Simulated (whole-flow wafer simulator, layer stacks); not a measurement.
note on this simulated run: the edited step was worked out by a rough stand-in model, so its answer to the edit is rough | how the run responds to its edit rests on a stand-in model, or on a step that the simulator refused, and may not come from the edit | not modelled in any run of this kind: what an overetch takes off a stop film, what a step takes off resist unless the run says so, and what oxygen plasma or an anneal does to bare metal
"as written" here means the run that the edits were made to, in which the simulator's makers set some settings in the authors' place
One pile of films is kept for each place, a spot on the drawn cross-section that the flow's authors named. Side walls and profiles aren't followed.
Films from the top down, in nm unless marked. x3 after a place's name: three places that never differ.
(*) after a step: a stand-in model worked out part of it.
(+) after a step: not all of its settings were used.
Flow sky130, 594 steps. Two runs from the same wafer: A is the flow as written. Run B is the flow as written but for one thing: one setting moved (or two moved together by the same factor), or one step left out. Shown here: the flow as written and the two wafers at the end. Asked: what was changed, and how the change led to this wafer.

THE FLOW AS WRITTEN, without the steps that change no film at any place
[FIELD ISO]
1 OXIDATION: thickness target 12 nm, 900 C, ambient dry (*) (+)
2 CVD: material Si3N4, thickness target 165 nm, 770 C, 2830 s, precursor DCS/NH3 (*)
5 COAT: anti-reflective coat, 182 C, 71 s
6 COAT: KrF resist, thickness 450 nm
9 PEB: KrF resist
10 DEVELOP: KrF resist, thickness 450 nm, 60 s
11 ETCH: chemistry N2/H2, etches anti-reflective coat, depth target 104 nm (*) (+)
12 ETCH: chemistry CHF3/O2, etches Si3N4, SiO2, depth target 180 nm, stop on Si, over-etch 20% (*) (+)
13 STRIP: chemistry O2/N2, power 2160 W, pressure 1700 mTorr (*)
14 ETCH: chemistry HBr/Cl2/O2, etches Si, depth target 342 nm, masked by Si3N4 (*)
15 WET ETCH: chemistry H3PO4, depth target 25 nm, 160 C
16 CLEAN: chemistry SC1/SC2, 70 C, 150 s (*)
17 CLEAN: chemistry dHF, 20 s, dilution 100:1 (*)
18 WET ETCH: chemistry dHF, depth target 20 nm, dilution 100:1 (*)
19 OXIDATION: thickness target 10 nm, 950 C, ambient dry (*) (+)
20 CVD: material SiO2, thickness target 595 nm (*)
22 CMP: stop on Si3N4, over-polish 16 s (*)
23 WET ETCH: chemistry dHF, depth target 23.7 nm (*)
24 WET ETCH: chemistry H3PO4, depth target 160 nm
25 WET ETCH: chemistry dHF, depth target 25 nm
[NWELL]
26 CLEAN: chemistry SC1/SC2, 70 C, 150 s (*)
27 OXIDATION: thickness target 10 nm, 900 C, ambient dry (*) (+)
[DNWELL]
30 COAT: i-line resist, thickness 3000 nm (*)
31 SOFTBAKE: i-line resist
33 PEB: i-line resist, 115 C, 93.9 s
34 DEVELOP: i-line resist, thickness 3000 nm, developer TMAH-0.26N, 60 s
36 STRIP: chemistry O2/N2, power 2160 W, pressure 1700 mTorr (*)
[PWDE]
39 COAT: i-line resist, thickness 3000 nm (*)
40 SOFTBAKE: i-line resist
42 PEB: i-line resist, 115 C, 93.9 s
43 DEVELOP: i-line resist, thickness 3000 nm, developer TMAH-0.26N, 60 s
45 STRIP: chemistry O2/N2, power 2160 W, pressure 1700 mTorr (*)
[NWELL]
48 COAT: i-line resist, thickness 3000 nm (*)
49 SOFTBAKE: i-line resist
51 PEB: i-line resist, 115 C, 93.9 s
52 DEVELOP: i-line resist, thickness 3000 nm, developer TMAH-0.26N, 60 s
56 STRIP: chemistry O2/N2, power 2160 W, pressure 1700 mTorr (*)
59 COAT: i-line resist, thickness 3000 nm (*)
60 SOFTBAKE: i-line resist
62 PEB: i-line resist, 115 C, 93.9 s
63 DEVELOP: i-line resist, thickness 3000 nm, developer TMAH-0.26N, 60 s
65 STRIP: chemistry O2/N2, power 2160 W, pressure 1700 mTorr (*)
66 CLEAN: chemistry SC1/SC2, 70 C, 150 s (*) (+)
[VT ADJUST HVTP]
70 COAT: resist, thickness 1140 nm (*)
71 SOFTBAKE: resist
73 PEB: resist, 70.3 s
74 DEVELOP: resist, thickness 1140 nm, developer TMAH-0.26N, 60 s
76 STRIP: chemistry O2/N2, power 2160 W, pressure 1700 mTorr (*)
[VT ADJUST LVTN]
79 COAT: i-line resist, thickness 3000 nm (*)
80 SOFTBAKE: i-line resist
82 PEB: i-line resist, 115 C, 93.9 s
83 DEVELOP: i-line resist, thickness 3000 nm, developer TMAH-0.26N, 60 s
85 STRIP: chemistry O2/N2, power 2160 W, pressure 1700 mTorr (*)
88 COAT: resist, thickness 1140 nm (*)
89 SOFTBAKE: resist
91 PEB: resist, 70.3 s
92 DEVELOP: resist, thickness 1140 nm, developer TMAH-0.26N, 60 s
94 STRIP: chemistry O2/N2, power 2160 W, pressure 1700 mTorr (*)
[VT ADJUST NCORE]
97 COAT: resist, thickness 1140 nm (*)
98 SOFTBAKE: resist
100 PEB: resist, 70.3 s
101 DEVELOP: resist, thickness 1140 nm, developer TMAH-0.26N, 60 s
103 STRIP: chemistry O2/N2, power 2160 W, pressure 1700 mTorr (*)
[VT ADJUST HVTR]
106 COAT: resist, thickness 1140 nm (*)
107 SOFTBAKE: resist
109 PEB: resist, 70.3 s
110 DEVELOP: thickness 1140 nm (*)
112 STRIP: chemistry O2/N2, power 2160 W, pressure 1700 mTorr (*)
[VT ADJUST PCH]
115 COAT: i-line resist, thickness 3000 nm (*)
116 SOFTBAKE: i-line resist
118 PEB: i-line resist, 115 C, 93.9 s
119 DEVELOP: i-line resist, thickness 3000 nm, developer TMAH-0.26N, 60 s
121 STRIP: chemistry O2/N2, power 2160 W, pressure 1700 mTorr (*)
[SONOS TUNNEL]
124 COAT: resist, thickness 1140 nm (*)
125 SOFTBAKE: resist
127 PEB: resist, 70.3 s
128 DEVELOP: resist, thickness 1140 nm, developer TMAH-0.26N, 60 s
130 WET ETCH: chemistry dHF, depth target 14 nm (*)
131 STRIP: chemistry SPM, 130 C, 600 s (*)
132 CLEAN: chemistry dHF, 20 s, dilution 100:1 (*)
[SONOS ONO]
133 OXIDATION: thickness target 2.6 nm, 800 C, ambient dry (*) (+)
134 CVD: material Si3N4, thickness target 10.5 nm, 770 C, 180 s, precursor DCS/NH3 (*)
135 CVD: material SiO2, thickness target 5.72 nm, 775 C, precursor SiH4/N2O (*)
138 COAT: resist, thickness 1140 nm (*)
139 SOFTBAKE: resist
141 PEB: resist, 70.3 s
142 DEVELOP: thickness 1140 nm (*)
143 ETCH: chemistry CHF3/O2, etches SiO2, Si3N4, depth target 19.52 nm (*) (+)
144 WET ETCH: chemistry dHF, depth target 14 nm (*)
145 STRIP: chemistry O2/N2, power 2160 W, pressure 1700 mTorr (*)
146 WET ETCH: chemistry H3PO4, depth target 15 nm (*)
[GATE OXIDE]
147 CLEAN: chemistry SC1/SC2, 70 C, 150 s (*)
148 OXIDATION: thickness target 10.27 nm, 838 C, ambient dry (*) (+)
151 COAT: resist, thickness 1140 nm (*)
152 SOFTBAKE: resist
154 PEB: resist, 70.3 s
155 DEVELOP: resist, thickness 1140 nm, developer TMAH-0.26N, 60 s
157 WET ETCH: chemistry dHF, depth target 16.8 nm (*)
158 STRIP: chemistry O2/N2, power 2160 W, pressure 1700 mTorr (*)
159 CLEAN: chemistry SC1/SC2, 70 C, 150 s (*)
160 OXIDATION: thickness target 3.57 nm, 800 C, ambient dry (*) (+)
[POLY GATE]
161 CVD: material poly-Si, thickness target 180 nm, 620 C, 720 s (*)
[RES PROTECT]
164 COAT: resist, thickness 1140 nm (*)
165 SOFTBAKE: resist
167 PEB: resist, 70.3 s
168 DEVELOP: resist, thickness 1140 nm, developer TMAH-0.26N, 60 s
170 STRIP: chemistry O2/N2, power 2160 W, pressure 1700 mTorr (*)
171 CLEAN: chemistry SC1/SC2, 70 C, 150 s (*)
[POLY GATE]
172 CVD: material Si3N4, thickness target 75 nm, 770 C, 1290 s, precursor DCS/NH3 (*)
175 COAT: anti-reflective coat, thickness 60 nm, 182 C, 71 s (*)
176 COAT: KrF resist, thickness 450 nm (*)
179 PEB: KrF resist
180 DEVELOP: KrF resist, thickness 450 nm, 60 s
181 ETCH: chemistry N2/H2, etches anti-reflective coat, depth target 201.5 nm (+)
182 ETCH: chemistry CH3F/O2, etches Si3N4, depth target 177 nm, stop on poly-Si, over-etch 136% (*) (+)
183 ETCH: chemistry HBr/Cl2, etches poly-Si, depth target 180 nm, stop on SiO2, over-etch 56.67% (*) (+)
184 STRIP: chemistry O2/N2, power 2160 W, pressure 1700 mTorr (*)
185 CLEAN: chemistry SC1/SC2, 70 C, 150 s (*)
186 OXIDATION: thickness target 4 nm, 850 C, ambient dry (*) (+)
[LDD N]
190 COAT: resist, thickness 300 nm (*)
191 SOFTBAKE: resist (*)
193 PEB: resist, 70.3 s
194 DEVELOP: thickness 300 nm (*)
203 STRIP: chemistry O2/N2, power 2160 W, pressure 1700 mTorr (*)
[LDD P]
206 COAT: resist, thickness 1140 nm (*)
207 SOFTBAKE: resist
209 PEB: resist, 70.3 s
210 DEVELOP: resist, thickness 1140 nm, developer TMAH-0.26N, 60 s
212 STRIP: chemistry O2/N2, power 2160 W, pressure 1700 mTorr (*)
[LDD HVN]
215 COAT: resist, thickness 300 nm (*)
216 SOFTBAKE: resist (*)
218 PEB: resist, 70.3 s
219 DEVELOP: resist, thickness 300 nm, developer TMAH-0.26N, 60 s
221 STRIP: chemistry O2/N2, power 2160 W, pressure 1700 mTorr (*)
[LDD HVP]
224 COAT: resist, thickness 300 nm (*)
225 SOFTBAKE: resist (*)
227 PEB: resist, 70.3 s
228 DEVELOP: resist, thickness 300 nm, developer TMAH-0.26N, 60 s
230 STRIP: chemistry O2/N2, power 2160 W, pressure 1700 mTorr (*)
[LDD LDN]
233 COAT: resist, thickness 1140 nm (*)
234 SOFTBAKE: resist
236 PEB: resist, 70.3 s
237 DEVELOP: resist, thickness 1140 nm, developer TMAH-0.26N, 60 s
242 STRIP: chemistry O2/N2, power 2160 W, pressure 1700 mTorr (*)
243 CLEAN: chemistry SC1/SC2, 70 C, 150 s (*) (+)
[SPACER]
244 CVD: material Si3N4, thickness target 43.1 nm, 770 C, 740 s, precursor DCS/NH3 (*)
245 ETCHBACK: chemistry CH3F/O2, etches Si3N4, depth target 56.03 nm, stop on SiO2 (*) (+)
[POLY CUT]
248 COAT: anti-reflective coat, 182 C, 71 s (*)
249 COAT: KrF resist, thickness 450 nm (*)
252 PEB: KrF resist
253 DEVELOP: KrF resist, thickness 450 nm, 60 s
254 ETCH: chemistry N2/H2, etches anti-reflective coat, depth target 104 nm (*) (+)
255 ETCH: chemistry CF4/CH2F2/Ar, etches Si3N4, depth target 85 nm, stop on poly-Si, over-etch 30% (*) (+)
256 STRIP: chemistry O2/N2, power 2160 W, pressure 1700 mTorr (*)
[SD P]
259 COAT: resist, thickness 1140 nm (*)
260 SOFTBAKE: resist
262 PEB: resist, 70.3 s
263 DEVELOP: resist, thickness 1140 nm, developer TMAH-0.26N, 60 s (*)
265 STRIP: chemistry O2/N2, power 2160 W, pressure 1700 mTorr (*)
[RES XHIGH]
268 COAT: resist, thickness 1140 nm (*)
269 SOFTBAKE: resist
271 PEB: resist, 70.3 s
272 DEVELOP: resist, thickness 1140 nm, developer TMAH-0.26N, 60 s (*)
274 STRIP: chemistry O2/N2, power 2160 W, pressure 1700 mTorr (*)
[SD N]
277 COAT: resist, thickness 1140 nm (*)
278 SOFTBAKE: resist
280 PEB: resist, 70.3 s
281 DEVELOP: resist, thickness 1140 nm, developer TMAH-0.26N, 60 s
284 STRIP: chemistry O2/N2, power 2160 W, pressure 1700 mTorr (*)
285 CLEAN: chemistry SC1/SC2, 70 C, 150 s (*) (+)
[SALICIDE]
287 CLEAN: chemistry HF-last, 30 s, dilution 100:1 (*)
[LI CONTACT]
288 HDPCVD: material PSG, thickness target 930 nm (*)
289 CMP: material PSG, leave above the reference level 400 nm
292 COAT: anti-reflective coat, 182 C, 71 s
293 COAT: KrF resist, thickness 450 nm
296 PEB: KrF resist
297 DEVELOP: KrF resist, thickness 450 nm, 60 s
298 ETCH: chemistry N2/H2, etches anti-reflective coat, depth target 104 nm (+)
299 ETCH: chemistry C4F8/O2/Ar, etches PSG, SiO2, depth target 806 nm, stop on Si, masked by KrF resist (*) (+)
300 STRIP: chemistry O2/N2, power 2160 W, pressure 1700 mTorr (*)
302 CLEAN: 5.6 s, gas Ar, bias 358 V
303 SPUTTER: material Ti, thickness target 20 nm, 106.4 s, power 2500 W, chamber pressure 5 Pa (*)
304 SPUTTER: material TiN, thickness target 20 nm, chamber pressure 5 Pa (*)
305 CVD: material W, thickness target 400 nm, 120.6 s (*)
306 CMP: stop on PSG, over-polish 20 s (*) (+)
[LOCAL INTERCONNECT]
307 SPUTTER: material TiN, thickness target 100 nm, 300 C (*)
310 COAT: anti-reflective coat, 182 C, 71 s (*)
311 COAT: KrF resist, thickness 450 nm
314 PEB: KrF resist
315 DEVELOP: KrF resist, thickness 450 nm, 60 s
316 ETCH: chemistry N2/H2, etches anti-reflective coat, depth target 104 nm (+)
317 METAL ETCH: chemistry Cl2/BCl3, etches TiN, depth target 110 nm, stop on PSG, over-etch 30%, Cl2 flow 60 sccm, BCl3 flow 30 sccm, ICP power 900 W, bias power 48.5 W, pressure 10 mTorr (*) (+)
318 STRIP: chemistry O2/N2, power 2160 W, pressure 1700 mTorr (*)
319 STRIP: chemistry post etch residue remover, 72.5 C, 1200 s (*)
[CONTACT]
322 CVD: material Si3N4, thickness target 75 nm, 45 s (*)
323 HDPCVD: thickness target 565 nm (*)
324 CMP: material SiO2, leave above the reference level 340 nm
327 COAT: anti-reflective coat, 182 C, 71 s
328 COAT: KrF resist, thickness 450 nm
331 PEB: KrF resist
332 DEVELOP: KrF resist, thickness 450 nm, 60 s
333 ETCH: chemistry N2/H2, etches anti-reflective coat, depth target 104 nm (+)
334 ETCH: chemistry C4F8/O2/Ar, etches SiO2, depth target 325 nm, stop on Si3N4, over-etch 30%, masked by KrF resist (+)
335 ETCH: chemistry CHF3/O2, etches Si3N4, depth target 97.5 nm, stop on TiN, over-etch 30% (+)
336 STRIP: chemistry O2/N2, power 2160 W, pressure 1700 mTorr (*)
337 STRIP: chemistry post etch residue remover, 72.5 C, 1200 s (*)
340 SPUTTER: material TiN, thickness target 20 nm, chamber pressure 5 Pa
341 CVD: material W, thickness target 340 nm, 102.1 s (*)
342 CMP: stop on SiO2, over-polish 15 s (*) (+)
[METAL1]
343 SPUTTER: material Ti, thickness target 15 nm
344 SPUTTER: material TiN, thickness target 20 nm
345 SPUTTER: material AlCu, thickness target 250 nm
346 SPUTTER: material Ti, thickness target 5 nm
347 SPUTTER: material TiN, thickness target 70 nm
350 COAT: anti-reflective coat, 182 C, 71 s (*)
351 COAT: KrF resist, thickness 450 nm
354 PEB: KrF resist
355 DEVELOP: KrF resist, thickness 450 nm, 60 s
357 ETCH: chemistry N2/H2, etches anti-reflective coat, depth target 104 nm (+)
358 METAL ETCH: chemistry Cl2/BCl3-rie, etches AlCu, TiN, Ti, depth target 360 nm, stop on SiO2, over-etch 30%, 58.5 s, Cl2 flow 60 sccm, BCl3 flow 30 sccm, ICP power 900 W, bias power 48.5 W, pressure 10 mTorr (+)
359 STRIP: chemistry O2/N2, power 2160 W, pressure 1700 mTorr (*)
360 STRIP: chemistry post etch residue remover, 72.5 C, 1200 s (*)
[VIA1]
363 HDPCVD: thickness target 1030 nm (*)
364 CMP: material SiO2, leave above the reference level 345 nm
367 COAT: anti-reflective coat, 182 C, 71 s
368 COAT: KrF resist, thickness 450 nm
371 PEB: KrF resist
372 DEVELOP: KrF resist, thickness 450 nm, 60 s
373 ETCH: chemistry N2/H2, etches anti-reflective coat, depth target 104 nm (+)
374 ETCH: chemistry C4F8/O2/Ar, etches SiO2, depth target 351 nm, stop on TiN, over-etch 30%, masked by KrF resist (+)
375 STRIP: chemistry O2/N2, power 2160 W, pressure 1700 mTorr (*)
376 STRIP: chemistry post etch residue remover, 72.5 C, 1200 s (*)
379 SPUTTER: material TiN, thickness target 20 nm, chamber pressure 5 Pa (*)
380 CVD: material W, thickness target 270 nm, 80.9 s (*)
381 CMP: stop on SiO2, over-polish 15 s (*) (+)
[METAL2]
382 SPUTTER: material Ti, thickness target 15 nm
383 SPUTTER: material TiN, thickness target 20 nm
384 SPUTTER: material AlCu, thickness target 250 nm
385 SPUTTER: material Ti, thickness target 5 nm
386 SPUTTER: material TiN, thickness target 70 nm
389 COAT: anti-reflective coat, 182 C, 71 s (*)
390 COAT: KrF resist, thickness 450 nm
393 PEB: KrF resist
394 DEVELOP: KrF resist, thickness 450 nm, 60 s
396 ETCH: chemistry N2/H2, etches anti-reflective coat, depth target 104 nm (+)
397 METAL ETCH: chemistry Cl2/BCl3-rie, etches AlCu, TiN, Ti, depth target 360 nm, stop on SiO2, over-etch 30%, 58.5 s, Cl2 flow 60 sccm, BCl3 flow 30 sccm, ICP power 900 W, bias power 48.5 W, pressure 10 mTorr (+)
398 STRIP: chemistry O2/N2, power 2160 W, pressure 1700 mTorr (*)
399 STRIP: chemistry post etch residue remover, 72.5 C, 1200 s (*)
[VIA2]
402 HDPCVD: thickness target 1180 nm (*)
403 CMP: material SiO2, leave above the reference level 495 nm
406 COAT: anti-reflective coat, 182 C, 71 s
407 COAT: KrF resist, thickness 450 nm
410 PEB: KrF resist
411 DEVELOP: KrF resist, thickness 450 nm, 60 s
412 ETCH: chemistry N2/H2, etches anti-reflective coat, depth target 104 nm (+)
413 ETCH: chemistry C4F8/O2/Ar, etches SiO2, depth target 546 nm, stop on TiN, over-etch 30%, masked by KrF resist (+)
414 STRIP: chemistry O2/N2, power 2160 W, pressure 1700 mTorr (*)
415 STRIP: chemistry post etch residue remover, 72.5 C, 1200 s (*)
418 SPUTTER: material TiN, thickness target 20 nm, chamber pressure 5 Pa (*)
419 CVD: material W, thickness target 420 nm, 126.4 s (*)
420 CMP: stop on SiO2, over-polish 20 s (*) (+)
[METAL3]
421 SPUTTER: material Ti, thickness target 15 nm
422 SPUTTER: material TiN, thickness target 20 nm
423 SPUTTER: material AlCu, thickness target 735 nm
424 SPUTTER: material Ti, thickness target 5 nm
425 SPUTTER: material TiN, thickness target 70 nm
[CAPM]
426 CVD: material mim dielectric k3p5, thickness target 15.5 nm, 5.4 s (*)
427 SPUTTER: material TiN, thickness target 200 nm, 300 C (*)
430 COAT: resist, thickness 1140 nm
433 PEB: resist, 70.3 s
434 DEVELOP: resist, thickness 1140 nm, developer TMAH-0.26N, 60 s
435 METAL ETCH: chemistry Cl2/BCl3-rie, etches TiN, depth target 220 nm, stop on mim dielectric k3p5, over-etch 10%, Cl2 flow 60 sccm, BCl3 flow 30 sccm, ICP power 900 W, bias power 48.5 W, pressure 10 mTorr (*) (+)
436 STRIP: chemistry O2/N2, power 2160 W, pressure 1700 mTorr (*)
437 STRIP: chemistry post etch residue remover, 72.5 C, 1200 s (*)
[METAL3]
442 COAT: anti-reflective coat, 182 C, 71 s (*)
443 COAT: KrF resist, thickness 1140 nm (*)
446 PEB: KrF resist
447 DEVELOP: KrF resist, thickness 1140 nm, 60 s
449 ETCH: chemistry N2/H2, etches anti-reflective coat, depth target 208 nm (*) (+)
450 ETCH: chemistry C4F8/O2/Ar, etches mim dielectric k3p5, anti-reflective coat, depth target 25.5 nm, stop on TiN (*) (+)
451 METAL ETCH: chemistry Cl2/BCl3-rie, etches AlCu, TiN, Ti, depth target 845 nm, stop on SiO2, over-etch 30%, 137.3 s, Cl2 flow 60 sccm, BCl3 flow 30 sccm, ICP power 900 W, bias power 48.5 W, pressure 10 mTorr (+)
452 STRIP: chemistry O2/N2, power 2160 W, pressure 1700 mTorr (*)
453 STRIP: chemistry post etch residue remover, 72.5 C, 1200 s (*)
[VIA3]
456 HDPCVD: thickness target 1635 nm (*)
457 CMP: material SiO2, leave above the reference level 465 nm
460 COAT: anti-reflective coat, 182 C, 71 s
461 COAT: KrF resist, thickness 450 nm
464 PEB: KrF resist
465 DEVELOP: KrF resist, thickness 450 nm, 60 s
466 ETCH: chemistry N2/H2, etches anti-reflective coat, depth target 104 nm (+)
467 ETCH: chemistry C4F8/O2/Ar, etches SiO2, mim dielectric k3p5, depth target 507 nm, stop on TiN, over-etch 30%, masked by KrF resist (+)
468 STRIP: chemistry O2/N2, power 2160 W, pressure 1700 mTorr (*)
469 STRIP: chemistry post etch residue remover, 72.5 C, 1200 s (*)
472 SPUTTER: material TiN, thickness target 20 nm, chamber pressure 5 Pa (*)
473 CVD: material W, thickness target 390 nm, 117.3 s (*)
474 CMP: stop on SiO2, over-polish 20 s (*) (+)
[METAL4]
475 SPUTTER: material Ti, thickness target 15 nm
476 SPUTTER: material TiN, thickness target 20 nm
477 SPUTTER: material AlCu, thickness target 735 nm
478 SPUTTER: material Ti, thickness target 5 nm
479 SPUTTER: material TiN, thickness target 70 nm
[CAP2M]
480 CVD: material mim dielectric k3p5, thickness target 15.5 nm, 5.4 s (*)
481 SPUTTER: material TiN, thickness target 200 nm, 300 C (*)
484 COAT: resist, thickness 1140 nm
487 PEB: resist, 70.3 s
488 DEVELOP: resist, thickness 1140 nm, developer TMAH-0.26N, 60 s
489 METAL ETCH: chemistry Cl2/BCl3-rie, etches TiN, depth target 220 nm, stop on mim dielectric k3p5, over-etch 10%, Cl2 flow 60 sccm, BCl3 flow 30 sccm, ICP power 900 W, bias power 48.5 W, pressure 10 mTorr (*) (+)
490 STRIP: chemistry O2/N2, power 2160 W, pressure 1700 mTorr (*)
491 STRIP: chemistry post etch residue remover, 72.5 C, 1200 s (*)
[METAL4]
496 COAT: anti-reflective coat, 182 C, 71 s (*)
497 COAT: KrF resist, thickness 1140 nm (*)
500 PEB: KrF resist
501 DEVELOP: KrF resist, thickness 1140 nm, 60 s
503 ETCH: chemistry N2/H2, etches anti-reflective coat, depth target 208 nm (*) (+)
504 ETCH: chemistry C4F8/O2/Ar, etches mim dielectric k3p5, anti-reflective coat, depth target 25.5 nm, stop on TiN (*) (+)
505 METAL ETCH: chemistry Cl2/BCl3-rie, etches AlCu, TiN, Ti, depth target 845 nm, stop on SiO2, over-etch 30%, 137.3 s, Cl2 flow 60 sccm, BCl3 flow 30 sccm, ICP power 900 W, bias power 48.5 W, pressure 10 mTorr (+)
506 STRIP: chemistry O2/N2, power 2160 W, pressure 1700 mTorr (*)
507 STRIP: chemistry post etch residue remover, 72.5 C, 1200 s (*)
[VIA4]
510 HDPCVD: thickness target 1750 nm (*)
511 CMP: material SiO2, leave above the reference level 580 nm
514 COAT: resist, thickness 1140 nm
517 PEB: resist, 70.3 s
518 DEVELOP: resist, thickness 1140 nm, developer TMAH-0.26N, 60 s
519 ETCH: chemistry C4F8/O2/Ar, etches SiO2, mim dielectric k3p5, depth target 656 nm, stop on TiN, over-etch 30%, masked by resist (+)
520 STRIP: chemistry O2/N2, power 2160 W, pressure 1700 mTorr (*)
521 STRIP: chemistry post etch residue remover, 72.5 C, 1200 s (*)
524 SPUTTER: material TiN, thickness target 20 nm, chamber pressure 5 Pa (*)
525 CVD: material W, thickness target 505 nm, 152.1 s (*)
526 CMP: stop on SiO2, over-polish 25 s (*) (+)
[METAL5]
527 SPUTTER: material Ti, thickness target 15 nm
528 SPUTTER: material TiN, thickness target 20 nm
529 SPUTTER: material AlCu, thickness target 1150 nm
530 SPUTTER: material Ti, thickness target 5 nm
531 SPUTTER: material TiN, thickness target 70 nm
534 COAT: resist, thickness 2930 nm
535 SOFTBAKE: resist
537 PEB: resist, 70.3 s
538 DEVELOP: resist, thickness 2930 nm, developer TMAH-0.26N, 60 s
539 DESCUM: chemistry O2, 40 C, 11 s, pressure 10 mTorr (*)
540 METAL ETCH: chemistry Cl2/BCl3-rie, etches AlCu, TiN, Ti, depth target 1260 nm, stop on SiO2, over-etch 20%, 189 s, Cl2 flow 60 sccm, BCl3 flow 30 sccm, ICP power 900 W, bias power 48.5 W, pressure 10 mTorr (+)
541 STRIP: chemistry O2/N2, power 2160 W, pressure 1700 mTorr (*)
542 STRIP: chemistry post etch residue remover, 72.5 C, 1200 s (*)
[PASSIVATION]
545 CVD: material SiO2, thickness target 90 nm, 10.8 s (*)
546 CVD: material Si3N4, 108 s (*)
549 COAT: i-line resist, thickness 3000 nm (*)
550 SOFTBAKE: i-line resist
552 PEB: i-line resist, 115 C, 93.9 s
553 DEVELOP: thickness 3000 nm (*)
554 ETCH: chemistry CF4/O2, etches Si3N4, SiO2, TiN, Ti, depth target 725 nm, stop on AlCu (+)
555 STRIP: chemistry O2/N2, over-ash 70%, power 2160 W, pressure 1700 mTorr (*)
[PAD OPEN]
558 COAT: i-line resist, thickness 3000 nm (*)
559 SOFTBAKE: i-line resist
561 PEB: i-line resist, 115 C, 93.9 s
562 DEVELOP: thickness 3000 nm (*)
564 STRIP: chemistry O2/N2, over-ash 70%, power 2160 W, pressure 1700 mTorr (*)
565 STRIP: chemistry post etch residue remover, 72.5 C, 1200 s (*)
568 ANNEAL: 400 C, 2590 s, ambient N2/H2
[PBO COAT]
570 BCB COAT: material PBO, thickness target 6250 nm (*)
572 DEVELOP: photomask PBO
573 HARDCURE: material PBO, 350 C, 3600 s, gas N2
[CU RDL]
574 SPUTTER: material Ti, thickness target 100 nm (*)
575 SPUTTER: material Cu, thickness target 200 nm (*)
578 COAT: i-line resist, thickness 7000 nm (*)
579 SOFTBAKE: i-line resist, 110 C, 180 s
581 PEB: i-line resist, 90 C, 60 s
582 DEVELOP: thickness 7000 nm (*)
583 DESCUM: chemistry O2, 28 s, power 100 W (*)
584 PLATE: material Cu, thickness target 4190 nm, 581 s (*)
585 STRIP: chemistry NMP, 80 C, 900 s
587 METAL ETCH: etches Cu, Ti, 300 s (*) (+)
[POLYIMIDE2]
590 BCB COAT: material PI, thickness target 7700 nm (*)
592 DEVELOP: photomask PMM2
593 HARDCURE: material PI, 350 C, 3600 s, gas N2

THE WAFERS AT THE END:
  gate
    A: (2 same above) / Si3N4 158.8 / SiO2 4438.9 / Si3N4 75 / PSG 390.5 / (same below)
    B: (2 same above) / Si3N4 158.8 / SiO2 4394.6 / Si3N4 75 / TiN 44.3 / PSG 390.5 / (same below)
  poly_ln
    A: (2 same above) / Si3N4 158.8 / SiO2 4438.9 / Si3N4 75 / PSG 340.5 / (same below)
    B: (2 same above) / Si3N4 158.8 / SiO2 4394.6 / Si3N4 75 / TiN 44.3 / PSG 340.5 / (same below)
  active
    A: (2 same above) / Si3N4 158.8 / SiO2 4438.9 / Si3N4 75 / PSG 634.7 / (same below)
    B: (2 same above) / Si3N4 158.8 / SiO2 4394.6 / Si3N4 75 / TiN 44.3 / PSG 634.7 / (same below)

The cause: step 317, METAL ETCH: depth target 53.9 nm was run, where the flow has depth target 110 nm.

How the change led to this, step by step:
  317 METAL ETCH: chemistry Cl2/BCl3, etches TiN, depth target 110 nm, stop on PSG, over-etch 30%, Cl2 flow 60 sccm, BCl3 flow 30 sccm, ICP power 900 W, bias power 48.5 W, pressure 10 mTorr (*) (+)
      field, active, gate and 88 more: A TiN -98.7 (all of it) | B TiN -53.9
      n_well, p_well, gate_hv and 97 more: A KrF resist -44 | B KrF resist -21.6
  318 STRIP: chemistry O2/N2, power 2160 W, pressure 1700 mTorr (*)
      n_well, p_well, gate_hv and 93 more: A KrF resist -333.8 (all of it), anti-reflective coat -80 (all of it) | B KrF resist -356.3 (all of it), anti-reflective coat -80 (all of it)
      poly_licon, ndiff_licon, ndiff_licon_cpp, rpo_hd_licon: A KrF resist -333.9 (all of it), anti-reflective coat -80.5 (all of it) | B KrF resist -356.3 (all of it), anti-reflective coat -80.5 (all of it)
  324 CMP: material SiO2, leave above the reference level 340 nm
      field, active, gate and 88 more: A SiO2 -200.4 | B SiO2 -244.8
Counting metal films that touch as one body, gate has 1 body; the flow as written gives 0 bodies.
Counting metal films that touch as one body, poly_ln has 1 body; the flow as written gives 0 bodies.
Counting metal films that touch as one body, active has 1 body; the flow as written gives 0 bodies.
